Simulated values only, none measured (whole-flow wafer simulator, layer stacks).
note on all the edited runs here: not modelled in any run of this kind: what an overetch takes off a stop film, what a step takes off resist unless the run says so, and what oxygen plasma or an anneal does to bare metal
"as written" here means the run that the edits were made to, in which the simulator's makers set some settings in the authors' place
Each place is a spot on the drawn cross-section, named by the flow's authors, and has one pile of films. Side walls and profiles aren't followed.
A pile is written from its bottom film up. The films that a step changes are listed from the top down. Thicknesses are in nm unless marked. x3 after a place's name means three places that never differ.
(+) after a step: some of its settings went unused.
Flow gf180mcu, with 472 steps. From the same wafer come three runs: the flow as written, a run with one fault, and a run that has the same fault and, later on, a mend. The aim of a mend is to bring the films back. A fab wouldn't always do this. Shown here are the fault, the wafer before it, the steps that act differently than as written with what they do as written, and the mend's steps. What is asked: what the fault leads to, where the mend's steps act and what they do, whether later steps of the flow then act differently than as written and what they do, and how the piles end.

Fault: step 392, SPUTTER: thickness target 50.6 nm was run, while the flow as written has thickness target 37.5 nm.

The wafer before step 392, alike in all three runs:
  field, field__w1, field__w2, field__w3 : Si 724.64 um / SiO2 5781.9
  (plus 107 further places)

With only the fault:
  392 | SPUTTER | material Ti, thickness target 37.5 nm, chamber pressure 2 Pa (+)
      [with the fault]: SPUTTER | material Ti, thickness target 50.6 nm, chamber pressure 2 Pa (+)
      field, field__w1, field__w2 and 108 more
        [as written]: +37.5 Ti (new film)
        [with the fault]: +50.6 Ti (new film)
  Steps later in the flow that act otherwise than as written (not shown: 1 more step that differs only slightly, by at most 2% or 0.5 nm, whichever is larger):
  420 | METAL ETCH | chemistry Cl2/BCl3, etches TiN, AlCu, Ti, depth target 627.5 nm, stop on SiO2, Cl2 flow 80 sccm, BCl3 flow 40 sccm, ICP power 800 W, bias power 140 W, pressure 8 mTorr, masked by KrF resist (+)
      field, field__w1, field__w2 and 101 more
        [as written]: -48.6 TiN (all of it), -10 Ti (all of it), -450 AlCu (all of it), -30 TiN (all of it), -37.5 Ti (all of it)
        [with the fault]: -48.6 TiN (all of it), -10 Ti (all of it), -450 AlCu (all of it), -30 TiN (all of it), -50.6 Ti (all of it)
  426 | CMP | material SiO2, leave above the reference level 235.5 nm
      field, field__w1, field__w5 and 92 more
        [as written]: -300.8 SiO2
        [with the fault]: -287.7 SiO2
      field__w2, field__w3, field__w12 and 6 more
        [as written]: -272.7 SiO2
        [with the fault]: -259 SiO2
  By the end, the piles at field__w4, field__w8, contact, m1, m1__w1, mim, mim_1p0, m1_nw depart from the flow's by more than 2% or 0.5 nm, whichever is larger.
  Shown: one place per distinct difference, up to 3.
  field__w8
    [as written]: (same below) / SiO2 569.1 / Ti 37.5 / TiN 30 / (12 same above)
    [with the fault]: (same below) / SiO2 569.1 / Ti 50.6 / TiN 30 / (12 same above)
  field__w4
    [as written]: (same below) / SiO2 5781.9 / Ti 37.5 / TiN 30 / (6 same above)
    [with the fault]: (same below) / SiO2 5781.9 / Ti 50.6 / TiN 30 / (6 same above)
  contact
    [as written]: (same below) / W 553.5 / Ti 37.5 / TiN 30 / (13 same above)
    [with the fault]: (same below) / W 553.5 / Ti 50.6 / TiN 30 / (13 same above)

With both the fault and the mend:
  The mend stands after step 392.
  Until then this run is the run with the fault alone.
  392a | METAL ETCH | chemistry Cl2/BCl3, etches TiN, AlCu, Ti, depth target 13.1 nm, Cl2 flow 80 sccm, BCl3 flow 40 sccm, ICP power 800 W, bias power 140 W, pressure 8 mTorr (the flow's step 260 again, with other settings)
      field, field__w1, field__w2 and 108 more
        -13.1 Ti
  Every later step of the flow that is run acts as written at every place that is followed.
  By the end, the piles equal the flow's at every place that both follow.
